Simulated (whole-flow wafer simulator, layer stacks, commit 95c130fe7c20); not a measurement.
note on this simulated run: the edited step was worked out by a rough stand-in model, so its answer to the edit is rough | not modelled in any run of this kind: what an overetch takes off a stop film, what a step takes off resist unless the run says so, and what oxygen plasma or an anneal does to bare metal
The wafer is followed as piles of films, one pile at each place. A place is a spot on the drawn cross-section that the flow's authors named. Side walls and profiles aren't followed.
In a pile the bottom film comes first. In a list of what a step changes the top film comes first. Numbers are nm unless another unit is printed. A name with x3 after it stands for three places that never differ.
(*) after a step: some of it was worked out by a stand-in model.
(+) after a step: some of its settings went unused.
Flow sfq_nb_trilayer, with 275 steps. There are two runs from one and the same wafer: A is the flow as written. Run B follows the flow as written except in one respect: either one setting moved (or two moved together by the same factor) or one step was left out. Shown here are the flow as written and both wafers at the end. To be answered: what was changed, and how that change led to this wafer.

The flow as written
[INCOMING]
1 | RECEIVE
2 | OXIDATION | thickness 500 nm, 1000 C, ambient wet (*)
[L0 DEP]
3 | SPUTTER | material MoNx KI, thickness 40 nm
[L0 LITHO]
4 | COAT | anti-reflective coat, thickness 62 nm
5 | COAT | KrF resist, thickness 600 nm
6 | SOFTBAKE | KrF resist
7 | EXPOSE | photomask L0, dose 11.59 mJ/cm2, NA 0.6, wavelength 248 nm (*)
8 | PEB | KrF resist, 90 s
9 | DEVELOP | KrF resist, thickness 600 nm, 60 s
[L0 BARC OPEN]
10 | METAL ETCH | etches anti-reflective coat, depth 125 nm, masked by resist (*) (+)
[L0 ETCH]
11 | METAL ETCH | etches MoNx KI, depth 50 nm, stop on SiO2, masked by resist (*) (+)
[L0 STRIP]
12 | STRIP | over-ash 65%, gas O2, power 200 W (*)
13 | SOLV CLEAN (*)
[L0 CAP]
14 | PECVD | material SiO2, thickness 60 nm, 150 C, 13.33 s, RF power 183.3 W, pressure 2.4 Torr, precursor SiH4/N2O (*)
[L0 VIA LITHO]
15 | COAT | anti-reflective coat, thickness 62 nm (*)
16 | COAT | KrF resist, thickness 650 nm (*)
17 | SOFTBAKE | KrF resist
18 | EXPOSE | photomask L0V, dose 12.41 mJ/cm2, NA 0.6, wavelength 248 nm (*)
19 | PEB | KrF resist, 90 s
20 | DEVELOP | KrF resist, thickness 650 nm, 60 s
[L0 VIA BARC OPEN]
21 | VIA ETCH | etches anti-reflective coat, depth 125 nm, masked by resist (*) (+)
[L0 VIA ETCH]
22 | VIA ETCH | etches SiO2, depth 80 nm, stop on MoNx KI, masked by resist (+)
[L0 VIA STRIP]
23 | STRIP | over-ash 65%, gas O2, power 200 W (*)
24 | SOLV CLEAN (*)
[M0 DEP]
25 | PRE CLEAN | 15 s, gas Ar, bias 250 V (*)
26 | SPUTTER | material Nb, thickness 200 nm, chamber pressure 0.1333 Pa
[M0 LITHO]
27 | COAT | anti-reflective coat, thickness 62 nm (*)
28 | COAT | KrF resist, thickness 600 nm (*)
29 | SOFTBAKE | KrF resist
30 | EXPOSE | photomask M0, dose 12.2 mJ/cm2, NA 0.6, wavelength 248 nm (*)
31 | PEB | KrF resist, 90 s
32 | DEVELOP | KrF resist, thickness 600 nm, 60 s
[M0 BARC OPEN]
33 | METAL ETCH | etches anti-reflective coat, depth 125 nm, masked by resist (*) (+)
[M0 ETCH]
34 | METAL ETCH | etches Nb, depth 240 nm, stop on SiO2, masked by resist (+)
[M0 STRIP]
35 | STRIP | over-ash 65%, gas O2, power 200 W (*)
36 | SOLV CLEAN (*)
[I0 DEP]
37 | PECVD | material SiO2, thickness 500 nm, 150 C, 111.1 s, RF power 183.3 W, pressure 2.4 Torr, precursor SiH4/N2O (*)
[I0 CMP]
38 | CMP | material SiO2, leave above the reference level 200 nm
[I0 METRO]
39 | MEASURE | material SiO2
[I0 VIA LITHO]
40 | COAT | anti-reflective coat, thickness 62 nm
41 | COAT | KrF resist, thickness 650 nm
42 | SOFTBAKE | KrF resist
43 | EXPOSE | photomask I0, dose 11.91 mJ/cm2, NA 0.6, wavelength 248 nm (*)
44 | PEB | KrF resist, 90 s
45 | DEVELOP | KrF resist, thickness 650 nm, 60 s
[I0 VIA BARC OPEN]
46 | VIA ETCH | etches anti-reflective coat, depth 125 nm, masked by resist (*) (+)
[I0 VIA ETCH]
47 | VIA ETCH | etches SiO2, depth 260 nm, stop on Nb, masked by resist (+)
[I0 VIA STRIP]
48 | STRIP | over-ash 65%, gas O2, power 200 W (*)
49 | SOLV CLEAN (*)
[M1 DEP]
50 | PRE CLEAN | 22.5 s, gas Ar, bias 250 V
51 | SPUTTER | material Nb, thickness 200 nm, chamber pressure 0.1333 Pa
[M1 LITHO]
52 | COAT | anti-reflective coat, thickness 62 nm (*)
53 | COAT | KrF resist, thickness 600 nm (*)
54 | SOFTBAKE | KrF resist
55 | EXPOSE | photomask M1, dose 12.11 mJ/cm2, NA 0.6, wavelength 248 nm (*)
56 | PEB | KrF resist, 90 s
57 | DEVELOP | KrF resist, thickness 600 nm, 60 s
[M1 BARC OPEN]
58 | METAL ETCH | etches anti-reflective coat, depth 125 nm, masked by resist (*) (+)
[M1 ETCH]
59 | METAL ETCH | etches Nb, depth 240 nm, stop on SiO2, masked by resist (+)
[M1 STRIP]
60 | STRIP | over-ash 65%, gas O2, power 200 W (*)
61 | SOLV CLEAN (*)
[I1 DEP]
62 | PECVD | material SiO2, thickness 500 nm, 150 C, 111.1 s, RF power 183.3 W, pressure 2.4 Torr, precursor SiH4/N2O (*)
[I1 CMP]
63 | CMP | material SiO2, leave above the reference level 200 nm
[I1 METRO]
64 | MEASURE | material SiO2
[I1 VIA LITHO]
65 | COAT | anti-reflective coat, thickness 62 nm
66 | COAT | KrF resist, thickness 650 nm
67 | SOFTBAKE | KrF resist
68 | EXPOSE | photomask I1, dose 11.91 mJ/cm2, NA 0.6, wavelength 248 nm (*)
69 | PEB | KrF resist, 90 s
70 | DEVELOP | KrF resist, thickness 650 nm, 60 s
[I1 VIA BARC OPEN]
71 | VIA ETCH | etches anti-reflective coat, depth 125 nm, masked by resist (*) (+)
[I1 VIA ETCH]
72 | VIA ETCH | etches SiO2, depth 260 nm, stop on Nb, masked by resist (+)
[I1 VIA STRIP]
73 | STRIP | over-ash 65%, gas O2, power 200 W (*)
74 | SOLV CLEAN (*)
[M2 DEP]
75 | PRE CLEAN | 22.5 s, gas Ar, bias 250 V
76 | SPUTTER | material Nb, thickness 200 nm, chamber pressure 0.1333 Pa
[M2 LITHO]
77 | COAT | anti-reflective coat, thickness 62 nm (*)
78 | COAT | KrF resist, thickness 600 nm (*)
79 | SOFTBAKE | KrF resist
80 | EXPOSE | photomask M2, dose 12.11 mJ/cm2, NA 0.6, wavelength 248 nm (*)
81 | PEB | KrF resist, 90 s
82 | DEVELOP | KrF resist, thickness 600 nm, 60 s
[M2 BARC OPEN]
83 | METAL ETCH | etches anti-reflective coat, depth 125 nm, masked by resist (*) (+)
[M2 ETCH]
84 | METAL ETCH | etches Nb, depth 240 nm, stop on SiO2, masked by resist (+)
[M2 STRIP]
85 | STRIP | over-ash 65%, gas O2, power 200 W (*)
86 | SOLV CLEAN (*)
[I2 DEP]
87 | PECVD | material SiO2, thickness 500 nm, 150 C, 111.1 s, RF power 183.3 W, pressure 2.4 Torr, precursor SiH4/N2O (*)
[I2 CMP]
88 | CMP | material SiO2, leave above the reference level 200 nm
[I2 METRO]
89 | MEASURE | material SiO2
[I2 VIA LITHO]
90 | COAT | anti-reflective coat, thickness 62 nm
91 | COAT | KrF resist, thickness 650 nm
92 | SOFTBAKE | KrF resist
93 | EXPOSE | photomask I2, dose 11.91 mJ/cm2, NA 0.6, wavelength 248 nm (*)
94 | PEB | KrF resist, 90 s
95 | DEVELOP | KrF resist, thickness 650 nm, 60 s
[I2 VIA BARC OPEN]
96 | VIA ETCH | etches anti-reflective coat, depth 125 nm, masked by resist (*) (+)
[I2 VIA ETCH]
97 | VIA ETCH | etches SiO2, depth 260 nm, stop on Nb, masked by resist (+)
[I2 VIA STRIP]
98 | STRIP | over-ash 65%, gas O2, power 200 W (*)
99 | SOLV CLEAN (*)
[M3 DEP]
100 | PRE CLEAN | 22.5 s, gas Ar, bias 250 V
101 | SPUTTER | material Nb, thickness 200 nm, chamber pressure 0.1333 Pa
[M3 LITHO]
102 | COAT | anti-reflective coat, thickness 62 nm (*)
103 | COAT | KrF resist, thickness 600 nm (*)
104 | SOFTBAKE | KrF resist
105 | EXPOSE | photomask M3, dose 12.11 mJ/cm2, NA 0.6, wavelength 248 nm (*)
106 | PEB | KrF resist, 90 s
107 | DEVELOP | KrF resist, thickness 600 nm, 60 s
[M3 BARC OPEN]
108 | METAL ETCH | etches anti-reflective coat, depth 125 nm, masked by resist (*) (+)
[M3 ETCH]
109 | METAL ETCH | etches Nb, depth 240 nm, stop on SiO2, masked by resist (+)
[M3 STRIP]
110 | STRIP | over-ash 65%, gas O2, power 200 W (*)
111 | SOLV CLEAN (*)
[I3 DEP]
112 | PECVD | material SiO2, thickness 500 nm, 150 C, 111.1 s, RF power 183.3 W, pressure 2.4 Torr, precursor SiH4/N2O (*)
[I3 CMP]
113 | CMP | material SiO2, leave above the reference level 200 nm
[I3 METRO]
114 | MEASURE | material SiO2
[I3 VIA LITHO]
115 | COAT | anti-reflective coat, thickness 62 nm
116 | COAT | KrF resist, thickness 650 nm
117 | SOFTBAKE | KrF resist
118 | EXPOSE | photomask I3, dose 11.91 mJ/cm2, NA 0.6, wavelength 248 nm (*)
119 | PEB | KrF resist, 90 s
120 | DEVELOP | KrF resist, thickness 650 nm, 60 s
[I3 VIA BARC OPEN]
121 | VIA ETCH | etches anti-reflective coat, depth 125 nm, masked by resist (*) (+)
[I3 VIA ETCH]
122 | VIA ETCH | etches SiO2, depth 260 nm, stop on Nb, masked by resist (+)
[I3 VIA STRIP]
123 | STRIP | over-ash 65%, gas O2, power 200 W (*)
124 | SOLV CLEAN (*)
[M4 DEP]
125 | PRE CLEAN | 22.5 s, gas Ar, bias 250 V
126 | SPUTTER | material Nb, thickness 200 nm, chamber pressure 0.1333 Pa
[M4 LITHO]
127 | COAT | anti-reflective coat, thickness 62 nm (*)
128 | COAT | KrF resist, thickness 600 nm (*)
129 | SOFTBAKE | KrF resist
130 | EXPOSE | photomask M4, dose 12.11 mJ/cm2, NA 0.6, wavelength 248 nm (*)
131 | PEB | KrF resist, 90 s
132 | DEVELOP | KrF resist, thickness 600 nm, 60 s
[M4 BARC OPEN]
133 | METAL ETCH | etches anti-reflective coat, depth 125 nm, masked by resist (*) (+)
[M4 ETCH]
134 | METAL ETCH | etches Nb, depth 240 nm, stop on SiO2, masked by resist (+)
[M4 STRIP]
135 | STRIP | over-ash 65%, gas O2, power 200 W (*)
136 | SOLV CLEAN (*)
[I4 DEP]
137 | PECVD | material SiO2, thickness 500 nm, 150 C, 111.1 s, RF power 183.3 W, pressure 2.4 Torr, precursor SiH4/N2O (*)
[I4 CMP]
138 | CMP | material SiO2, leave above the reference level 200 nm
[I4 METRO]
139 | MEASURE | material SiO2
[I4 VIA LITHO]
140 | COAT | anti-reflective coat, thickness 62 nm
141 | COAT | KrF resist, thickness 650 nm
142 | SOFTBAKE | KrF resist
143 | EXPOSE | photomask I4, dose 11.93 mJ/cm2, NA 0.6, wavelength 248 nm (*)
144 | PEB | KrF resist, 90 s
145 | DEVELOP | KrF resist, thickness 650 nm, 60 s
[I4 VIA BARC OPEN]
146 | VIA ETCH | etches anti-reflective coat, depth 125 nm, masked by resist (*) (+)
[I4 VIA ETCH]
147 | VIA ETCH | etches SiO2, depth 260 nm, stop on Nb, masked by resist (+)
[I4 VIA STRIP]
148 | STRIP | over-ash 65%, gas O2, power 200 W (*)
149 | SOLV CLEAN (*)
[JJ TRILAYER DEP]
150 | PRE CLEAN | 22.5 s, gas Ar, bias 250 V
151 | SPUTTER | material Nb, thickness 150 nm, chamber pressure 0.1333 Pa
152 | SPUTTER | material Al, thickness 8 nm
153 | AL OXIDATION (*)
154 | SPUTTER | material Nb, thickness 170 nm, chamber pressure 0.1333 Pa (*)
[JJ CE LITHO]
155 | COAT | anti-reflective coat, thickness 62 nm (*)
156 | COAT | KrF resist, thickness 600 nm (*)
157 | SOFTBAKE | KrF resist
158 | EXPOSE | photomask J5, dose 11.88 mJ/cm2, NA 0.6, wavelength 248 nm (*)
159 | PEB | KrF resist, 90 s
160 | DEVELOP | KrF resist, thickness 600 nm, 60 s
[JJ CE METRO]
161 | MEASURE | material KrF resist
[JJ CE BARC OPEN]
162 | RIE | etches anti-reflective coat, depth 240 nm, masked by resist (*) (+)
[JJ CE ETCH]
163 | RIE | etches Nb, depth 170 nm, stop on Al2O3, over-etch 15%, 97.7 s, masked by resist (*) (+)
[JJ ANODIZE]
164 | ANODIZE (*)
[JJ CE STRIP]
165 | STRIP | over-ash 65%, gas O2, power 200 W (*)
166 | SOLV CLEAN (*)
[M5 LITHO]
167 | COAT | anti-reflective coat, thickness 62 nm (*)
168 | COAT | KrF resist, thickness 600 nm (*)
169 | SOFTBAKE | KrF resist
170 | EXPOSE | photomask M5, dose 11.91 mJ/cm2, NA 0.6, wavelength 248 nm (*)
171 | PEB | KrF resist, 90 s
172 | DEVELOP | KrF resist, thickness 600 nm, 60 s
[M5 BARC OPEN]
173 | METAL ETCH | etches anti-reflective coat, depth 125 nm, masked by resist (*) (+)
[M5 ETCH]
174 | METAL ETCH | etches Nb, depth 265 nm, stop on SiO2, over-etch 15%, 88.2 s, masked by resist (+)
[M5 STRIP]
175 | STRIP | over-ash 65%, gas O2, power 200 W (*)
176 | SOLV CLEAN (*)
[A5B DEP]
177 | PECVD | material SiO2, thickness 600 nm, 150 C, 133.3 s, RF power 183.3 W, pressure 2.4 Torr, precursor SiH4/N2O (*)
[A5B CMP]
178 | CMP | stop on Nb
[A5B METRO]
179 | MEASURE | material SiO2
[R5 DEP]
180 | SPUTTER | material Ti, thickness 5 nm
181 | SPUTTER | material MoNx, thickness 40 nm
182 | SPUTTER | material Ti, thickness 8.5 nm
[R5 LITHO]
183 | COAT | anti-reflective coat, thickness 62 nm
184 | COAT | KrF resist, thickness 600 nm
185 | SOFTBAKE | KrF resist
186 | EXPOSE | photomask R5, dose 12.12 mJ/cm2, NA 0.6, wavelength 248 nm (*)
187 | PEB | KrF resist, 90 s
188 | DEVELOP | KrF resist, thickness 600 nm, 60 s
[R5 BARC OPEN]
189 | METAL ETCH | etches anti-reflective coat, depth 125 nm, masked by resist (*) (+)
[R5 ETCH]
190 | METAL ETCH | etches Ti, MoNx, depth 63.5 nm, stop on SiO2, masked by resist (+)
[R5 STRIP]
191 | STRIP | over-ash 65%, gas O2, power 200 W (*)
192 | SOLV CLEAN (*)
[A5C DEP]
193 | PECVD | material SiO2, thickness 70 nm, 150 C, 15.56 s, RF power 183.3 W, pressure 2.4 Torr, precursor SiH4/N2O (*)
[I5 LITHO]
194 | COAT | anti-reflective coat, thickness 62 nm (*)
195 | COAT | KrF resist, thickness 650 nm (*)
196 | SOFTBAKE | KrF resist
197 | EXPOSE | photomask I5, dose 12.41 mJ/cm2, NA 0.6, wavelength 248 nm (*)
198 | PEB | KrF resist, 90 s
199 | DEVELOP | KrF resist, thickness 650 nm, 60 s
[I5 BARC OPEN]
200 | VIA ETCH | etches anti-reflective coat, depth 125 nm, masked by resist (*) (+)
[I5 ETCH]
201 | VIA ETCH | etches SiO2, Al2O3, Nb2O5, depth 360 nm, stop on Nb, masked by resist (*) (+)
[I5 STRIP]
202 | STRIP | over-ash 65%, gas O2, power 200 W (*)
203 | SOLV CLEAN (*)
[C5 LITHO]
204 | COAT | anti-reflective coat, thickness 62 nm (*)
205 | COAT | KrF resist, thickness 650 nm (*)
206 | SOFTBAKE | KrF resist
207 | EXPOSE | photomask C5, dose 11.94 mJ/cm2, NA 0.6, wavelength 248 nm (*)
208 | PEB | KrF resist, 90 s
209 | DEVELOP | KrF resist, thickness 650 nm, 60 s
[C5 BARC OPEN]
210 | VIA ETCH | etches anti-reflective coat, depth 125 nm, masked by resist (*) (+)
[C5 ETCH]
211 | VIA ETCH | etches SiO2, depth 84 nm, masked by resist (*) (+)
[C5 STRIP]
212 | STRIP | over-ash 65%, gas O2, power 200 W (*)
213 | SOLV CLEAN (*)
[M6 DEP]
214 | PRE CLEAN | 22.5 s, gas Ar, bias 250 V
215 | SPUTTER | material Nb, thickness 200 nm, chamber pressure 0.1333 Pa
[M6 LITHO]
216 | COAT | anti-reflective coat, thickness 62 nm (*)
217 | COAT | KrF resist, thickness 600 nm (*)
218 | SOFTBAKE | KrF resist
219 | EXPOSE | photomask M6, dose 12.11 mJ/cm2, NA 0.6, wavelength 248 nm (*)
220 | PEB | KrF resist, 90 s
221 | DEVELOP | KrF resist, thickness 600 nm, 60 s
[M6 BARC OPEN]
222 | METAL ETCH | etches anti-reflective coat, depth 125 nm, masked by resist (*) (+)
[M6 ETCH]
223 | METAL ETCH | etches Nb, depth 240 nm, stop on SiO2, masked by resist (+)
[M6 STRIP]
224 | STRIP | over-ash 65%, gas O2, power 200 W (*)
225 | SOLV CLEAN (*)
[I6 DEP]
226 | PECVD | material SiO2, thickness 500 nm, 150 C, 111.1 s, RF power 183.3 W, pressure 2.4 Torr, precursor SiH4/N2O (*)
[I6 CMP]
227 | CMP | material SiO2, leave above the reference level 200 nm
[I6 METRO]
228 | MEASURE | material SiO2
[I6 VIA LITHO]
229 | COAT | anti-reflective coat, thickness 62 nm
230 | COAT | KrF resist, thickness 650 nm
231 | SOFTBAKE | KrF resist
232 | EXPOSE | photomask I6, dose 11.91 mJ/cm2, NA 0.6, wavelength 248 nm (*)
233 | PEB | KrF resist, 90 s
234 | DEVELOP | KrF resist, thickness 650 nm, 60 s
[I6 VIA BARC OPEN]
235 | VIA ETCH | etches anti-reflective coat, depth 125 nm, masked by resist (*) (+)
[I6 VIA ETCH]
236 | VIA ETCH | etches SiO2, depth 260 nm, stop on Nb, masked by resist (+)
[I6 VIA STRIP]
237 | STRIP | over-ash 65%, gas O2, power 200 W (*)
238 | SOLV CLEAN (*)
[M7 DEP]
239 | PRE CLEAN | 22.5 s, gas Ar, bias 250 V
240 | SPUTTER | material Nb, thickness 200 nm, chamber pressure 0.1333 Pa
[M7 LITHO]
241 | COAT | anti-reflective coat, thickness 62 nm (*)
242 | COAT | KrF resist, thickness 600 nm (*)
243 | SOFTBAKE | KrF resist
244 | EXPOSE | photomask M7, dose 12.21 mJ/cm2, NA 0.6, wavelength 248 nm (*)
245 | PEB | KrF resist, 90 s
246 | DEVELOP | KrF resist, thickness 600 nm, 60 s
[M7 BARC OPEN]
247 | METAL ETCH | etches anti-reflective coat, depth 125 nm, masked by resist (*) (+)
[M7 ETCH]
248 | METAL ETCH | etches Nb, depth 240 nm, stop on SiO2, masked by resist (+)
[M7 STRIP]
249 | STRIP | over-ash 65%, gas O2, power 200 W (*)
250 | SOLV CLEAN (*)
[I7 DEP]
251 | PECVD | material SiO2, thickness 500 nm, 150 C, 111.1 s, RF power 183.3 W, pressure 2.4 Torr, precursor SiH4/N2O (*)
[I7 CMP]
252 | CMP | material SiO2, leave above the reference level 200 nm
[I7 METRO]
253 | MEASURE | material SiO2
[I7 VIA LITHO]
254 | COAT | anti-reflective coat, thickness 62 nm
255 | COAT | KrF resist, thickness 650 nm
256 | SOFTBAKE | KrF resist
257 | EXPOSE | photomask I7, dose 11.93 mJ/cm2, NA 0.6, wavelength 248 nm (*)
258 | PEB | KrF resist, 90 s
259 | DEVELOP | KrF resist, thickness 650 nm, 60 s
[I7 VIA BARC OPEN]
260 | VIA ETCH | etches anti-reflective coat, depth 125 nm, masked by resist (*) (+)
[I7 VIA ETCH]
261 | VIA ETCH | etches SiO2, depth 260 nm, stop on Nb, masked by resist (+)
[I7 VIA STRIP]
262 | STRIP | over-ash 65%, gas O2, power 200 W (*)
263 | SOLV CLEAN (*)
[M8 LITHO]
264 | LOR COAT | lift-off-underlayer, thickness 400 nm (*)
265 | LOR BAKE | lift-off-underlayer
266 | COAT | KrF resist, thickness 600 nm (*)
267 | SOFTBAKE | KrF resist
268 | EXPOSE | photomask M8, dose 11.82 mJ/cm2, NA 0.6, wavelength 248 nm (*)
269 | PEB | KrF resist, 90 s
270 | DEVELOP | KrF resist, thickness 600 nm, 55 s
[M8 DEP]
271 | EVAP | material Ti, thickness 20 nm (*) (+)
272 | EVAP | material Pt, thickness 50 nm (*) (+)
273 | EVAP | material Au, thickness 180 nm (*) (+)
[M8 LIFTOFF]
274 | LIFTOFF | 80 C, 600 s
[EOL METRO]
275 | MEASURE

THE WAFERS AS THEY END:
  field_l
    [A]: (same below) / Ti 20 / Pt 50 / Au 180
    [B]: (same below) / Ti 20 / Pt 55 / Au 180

Cause: step 272, EVAP: thickness 55 nm was run, while the flow as written has thickness 50 nm.
One can read it off the wafer: field_l has Pt 55, and step 272 as written asks for 50 nm.

How this came from the change, step by step:
  272 | EVAP | material Pt, thickness 50 nm (*) (+)
      field_l, v_sur, via_wl and 103 more: A Pt gains 50 (new film) | B Pt gains 55 (new film)
  274 | LIFTOFF | 80 C, 600 s
      p4_fl, p4_fm, p4_w1 and 71 more: A Au loses 180 (all of it), Pt loses 50 (all of it), Ti loses 20 (all of it), KrF resist loses 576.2 (all of it), lift-off-underlayer loses 400 (all of it) | B Au loses 180 (all of it), Pt loses 55 (all of it), Ti loses 20 (all of it), KrF resist loses 576.2 (all of it), lift-off-underlayer loses 400 (all of it)
      c5j, ce_r: A Au loses 180 (all of it), Pt loses 50 (all of it), Ti loses 20 (all of it), KrF resist loses 573.3 (all of it), lift-off-underlayer loses 399.3 (all of it) | B Au loses 180 (all of it), Pt loses 55 (all of it), Ti loses 20 (all of it), KrF resist loses 573.3 (all of it), lift-off-underlayer loses 399.3 (all of it)
      (also at 19 further places)
